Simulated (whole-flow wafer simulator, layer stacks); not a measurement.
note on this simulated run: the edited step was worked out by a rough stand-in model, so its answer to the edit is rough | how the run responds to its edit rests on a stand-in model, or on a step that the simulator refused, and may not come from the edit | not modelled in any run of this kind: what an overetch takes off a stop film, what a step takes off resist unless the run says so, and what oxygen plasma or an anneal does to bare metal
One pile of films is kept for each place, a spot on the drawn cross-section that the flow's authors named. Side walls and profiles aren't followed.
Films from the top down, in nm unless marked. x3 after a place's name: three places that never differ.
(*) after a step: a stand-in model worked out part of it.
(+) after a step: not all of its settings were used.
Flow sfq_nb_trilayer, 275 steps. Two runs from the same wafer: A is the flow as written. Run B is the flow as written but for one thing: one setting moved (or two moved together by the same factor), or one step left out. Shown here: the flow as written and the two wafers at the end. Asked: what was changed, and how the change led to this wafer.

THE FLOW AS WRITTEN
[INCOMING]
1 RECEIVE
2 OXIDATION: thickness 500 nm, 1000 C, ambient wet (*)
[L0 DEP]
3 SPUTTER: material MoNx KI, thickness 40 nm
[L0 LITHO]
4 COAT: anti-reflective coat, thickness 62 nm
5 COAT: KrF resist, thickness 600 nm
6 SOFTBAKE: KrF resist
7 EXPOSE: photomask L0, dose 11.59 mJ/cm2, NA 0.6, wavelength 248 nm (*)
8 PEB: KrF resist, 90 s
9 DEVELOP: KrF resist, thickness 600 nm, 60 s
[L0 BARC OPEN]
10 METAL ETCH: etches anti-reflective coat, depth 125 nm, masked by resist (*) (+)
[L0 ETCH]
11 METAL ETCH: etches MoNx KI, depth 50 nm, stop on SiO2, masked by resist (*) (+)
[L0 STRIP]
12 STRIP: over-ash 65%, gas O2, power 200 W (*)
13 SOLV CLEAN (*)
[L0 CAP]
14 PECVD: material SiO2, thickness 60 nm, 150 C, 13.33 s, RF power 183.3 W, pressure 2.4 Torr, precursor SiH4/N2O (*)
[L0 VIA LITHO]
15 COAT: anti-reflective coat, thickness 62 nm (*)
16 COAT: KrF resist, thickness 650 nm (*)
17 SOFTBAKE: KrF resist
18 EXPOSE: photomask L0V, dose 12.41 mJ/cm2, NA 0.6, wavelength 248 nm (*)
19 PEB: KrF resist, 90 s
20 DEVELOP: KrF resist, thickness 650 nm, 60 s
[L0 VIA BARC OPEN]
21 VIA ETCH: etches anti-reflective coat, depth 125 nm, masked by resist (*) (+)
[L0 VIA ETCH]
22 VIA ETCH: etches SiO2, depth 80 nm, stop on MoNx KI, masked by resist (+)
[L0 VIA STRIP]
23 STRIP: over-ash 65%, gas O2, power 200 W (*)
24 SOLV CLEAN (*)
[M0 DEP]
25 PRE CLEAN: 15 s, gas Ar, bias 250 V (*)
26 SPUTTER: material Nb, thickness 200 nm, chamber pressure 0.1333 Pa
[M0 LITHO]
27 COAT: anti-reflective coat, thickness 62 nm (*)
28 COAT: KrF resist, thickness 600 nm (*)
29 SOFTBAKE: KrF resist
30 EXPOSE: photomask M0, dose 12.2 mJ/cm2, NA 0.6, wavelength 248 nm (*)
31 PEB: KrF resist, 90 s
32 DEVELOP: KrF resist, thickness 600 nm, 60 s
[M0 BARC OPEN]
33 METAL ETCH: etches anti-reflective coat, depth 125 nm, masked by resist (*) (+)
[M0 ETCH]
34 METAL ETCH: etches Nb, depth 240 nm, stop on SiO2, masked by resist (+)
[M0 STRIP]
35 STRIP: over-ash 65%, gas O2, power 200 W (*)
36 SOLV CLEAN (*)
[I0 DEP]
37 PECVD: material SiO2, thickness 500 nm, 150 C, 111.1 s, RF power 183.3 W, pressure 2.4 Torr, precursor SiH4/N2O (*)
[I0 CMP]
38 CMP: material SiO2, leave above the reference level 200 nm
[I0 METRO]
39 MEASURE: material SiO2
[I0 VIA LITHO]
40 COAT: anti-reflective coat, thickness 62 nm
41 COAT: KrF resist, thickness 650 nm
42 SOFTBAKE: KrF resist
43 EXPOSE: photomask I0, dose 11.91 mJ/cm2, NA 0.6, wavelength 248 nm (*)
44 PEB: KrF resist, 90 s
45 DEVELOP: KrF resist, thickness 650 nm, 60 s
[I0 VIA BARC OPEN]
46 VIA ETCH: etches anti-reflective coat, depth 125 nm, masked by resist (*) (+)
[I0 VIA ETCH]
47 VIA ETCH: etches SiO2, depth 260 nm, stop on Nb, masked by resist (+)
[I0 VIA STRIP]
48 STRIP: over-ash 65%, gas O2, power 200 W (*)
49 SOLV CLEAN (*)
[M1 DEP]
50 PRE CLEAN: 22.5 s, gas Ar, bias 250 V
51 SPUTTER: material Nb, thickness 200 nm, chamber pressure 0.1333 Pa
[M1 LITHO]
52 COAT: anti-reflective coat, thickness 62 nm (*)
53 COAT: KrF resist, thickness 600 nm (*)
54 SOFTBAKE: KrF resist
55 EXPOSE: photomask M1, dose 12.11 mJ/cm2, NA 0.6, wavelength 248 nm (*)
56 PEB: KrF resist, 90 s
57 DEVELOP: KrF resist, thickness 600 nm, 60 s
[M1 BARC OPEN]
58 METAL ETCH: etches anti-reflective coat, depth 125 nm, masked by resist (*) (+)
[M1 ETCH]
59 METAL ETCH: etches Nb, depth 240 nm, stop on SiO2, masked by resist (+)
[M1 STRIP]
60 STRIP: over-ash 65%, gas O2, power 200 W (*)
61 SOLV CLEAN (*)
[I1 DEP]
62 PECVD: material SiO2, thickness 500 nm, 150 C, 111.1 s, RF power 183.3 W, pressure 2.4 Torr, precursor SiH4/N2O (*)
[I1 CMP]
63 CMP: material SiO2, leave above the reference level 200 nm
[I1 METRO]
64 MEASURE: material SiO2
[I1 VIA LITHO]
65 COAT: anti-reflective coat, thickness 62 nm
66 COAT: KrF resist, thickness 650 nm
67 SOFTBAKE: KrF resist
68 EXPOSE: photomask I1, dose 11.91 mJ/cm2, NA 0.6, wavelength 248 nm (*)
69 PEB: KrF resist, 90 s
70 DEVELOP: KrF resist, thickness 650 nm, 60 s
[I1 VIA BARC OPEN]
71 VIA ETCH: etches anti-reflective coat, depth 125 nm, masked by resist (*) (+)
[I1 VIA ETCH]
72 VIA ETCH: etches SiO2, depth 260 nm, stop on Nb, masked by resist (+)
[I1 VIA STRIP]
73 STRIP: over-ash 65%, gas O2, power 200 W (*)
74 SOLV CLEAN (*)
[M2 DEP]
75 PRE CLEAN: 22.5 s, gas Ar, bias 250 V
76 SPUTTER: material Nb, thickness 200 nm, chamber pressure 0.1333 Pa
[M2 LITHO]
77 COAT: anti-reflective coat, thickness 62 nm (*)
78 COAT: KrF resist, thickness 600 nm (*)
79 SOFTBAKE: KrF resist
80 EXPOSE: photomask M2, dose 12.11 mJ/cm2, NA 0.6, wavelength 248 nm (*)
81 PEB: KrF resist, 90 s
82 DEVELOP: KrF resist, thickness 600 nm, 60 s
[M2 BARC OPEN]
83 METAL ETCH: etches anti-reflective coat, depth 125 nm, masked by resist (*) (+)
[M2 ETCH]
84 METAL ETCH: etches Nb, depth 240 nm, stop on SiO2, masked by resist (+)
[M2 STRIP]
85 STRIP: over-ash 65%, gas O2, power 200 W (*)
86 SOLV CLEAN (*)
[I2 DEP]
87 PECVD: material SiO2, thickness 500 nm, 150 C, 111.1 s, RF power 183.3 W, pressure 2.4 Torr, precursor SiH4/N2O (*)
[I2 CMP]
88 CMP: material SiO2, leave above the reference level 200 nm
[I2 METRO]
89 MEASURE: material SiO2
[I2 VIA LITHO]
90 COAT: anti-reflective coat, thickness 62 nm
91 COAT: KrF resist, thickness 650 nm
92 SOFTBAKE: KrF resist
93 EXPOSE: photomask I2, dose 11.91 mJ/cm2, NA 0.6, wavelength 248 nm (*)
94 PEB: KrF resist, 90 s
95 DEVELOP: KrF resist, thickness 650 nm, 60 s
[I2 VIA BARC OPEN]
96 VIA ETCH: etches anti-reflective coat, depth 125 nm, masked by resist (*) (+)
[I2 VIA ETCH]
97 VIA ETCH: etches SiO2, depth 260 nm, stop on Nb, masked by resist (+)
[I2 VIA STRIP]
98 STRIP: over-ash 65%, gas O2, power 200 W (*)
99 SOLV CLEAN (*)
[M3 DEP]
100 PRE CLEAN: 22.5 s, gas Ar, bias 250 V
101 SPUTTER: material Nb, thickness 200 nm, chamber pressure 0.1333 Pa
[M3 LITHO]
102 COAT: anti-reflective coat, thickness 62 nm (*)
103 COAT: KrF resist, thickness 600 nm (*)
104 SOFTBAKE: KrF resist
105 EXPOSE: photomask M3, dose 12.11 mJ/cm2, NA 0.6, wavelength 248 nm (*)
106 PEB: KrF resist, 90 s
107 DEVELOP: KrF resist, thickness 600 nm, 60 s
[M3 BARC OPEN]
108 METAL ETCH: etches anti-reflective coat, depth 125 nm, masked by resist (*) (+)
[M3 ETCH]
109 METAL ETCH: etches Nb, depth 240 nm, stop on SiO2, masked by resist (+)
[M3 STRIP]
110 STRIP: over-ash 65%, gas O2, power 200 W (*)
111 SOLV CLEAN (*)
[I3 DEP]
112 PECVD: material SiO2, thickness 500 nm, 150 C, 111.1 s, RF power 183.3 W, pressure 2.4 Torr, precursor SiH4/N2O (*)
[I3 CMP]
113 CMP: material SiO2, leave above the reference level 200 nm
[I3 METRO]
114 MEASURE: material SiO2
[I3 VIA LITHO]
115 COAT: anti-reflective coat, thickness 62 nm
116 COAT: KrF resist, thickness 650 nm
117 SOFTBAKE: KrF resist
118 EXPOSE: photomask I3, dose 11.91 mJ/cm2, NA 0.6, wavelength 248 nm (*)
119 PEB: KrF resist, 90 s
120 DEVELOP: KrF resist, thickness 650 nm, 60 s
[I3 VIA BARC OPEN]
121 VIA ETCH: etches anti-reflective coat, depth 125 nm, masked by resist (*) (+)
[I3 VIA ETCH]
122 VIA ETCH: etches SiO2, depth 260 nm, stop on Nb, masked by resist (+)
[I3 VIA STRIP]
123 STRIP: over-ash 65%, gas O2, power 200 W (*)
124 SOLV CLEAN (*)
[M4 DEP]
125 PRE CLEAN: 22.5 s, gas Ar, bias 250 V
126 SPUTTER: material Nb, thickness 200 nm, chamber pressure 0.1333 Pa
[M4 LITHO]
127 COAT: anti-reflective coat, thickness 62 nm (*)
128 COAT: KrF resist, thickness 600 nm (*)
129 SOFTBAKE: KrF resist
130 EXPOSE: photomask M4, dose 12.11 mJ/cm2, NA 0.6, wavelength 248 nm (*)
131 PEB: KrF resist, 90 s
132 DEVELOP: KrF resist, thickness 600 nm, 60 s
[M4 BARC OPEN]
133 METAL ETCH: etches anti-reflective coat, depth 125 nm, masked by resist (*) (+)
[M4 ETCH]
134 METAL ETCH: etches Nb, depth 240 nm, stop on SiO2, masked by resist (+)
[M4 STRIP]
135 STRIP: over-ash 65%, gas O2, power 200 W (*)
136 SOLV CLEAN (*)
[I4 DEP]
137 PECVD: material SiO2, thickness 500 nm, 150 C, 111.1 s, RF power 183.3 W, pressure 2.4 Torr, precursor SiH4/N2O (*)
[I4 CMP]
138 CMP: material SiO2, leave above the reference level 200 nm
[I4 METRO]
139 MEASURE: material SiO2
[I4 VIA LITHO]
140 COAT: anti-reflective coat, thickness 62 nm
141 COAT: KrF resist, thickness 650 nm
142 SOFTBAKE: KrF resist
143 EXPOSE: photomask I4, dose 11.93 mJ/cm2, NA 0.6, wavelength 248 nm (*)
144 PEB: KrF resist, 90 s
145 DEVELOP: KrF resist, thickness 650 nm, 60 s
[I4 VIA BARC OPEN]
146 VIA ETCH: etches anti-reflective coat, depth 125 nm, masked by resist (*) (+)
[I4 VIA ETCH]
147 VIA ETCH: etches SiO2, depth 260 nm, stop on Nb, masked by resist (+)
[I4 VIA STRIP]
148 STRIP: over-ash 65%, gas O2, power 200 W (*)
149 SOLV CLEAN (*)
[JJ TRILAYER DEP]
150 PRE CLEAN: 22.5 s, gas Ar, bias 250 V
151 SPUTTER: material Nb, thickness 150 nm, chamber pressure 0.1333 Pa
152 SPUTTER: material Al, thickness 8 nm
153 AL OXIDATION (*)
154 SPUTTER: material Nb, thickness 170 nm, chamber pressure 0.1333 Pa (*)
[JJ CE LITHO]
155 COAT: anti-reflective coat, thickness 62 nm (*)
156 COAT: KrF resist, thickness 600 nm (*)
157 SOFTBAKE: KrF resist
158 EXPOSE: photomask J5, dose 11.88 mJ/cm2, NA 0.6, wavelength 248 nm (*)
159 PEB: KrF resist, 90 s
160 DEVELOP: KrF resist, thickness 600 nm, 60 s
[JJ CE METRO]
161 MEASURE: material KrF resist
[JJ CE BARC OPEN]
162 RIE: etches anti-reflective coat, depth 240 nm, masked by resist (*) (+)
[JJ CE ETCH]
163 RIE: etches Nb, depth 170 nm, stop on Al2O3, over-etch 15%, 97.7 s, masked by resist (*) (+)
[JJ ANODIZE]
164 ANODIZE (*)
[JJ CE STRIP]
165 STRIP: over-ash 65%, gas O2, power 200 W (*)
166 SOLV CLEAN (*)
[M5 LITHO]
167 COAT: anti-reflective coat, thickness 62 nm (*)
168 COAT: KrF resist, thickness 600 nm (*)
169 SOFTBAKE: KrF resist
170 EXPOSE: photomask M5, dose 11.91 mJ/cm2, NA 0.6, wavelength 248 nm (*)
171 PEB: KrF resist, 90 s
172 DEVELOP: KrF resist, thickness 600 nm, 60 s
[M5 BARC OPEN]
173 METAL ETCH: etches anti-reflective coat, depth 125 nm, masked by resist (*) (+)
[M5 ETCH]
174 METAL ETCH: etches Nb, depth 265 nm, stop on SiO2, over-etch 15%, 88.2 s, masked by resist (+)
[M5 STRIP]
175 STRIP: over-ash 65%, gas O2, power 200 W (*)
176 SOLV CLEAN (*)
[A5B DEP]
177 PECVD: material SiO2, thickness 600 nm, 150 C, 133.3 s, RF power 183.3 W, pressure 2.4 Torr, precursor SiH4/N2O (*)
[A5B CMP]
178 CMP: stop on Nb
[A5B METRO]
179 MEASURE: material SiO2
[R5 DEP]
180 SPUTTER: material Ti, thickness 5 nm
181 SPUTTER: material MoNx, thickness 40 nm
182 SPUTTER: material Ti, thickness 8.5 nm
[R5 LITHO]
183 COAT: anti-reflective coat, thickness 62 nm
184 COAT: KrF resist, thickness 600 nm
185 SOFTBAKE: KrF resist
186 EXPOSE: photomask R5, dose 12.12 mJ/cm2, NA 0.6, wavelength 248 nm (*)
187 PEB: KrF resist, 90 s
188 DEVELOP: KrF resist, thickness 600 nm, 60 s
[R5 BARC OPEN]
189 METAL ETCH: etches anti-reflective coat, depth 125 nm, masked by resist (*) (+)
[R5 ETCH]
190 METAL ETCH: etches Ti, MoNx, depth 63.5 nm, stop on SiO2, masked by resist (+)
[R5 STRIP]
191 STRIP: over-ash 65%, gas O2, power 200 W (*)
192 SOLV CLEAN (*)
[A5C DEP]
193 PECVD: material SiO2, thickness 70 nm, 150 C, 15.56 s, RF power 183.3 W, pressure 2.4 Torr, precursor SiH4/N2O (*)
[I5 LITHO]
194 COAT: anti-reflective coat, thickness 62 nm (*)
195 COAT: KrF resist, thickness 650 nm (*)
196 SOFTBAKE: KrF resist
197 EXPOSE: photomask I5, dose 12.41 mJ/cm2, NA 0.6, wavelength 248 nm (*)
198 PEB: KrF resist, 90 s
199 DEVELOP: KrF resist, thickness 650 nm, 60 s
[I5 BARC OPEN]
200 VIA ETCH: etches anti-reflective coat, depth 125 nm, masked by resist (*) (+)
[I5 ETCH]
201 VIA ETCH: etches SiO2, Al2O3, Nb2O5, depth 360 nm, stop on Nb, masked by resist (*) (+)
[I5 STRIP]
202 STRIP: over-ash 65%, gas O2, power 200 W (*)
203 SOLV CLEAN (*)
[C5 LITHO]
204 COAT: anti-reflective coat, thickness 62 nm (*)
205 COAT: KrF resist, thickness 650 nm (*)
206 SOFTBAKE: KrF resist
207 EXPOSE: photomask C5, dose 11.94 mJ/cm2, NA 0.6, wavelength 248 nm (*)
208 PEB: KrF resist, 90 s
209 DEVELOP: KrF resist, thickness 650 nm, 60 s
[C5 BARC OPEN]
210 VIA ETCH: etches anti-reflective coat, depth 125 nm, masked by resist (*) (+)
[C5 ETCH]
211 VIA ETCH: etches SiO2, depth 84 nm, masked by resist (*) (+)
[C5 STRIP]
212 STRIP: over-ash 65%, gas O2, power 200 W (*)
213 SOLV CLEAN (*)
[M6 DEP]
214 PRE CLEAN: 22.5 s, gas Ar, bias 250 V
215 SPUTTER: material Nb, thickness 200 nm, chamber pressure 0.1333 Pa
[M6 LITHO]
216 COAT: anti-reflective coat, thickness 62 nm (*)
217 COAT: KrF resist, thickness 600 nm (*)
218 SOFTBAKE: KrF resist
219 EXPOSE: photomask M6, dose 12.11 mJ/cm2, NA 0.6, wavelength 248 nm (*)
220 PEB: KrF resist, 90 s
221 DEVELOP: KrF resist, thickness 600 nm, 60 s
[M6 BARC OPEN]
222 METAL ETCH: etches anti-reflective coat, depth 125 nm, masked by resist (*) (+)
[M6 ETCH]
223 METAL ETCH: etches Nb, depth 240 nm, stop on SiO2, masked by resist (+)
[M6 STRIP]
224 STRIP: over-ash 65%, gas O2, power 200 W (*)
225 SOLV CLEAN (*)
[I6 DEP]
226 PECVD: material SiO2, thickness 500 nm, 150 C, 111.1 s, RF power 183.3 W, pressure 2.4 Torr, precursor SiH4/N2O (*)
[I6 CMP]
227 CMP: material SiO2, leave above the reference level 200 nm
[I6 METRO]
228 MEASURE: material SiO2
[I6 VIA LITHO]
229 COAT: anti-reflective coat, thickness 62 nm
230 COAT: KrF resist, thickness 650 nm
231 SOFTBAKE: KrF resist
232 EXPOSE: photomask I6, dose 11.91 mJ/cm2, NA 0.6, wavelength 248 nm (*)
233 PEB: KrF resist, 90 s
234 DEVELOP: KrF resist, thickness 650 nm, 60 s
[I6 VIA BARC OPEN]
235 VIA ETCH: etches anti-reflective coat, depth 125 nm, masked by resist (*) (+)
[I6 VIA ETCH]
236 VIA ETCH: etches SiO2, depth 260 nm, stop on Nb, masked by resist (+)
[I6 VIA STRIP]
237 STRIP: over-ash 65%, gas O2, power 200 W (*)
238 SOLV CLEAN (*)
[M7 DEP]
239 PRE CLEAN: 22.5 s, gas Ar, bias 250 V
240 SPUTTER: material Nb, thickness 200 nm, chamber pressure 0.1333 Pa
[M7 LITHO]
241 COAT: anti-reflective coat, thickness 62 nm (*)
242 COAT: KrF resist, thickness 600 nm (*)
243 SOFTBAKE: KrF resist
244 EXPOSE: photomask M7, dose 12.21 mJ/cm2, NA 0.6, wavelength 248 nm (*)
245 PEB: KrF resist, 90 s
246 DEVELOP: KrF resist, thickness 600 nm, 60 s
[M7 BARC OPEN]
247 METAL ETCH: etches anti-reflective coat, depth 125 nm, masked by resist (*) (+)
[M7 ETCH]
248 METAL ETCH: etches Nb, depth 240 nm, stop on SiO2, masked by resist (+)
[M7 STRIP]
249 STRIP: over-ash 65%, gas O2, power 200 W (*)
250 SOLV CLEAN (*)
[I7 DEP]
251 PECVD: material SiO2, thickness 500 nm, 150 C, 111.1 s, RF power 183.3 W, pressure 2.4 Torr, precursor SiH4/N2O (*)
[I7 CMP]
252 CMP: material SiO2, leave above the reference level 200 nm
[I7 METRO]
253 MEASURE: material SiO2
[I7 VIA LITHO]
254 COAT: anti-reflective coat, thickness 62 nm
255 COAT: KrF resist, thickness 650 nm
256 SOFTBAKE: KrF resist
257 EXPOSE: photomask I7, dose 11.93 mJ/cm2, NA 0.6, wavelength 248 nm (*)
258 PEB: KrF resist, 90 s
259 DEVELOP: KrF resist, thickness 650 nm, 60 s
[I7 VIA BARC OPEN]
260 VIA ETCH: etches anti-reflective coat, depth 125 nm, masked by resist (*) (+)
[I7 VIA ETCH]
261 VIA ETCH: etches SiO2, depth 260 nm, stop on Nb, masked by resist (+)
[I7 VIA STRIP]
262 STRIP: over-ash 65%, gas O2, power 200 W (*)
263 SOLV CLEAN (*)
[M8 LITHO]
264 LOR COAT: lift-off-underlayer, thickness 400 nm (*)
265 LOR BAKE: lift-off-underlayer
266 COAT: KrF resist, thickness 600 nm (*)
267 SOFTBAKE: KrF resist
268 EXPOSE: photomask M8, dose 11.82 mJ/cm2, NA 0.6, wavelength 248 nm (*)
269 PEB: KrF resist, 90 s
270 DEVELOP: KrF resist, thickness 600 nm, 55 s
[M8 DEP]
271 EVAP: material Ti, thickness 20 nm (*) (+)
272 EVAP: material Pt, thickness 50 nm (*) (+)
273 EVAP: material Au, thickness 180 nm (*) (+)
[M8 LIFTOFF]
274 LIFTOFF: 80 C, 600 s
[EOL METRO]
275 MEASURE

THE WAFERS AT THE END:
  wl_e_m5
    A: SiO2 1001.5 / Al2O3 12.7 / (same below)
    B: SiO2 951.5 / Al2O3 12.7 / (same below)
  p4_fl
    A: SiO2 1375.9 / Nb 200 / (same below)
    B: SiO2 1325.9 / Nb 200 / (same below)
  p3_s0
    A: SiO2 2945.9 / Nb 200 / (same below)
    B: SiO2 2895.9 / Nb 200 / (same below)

The cause: step 251, PECVD: thickness 350 nm was run, where the flow has thickness 500 nm; step 251, PECVD: 77.78 s was run, where the flow has 111.1 s.

How the change led to this, step by step:
  251 PECVD: material SiO2, thickness 500 nm, 150 C, 111.1 s, RF power 183.3 W, pressure 2.4 Torr, precursor SiH4/N2O (*)
      field_l, p4_fl, p4_fm and 56 more: A SiO2 +500 | B SiO2 +350
      v_sur, via_wl, via_w and 37 more: A SiO2 +500 (new film) | B SiO2 +350 (new film)
      (and at 7 more places)
  252 CMP: material SiO2, leave above the reference level 200 nm
      field_l, p4_fl, p4_fm and 56 more: A SiO2 -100 | B nothing
      field_r, lsp_l: A SiO2 -77.7 | B nothing
      (and at 45 more places)
  254 COAT: anti-reflective coat, thickness 62 nm
      be, be_sur, gap, sp_r, be_r, r_sur: A anti-reflective coat +62 (new film) | B anti-reflective coat +59.7 (new film)
      m0r_line_l, m0r_line_r, m5r_line_l, m5r_line_r, m6r_line_l, m6r_line_r: A anti-reflective coat +62 (new film) | B anti-reflective coat +63.4 (new film)
      (and at 71 more places)
  255 COAT: KrF resist, thickness 650 nm
      lsp_m, ln_m6: A KrF resist +650 (new film) | B KrF resist +634.6 (new film)
      v_sur: A KrF resist +650 (new film) | B KrF resist +635 (new film)
      (and at 11 more places)
  259 DEVELOP: KrF resist, thickness 650 nm, 60 s
      via_wl: A KrF resist -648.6 (all of it) | B KrF resist -631.3 (all of it)
      via_w: A KrF resist -648.6 (all of it) | B KrF resist -634.5 (all of it)
  260 VIA ETCH: etches anti-reflective coat, depth 125 nm, masked by resist (*) (+)
      field_l, v_sur, via_sp and 100 more: A KrF resist -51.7 | B KrF resist -49.3
      via_wl, via_w: A anti-reflective coat -62 (all of it), SiO2 -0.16 | B anti-reflective coat -59.1 (all of it), SiO2 -0.15
      (and at 1 more place)
  262 STRIP: over-ash 65%, gas O2, power 200 W (*)
      m0r_line_l, m0r_line_r, m6r_line_l, m6r_line_r: A KrF resist -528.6 (all of it), anti-reflective coat -62 (all of it) | B KrF resist -540.3 (all of it), anti-reflective coat -63.4 (all of it)
      jj_sur, c5j, ce_r: A KrF resist -528.6 (all of it), anti-reflective coat -62 (all of it) | B KrF resist -522 (all of it), anti-reflective coat -59.8 (all of it)
      (and at 73 more places)
  264 LOR COAT: lift-off-underlayer, thickness 400 nm (*)
      m0r_line_l, m0r_line_r, m6r_line_l, m6r_line_r: A lift-off-underlayer +400 (new film) | B lift-off-underlayer +411.4 (new film)
      m5r_linepad_l, m5r_linepad_r, r5r_line_l: A lift-off-underlayer +400 (new film) | B lift-off-underlayer +417.8 (new film)
      (and at 59 more places)
  270 DEVELOP: KrF resist, thickness 600 nm, 55 s
      field_l: A KrF resist -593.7 (all of it), lift-off-underlayer -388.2 (all of it) | B KrF resist -599.2 (all of it), lift-off-underlayer -406.2 (all of it)
      v_sur: A KrF resist -607.3 (all of it), lift-off-underlayer -369.4 (all of it) | B KrF resist -601.1 (all of it), lift-off-underlayer -352.5 (all of it)
      (and at 8 more places)
  274 LIFTOFF: 80 C, 600 s
      wl_d_m1, wl_d_sr: A Au -180 (all of it), Pt -50 (all of it), Ti -20 (all of it), KrF resist -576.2 (all of it), lift-off-underlayer -400 (all of it) | B Au -180 (all of it), Pt -50 (all of it), Ti -20 (all of it), KrF resist -584.4 (all of it), lift-off-underlayer -408.2 (all of it)
      m0r_line_l, m6r_line_l: A Au -180 (all of it), Pt -50 (all of it), Ti -20 (all of it), KrF resist -576.2 (all of it), lift-off-underlayer -400 (all of it) | B Au -180 (all of it), Pt -50 (all of it), Ti -20 (all of it), KrF resist -580.2 (all of it), lift-off-underlayer -411.4 (all of it)
      (and at 52 more places)
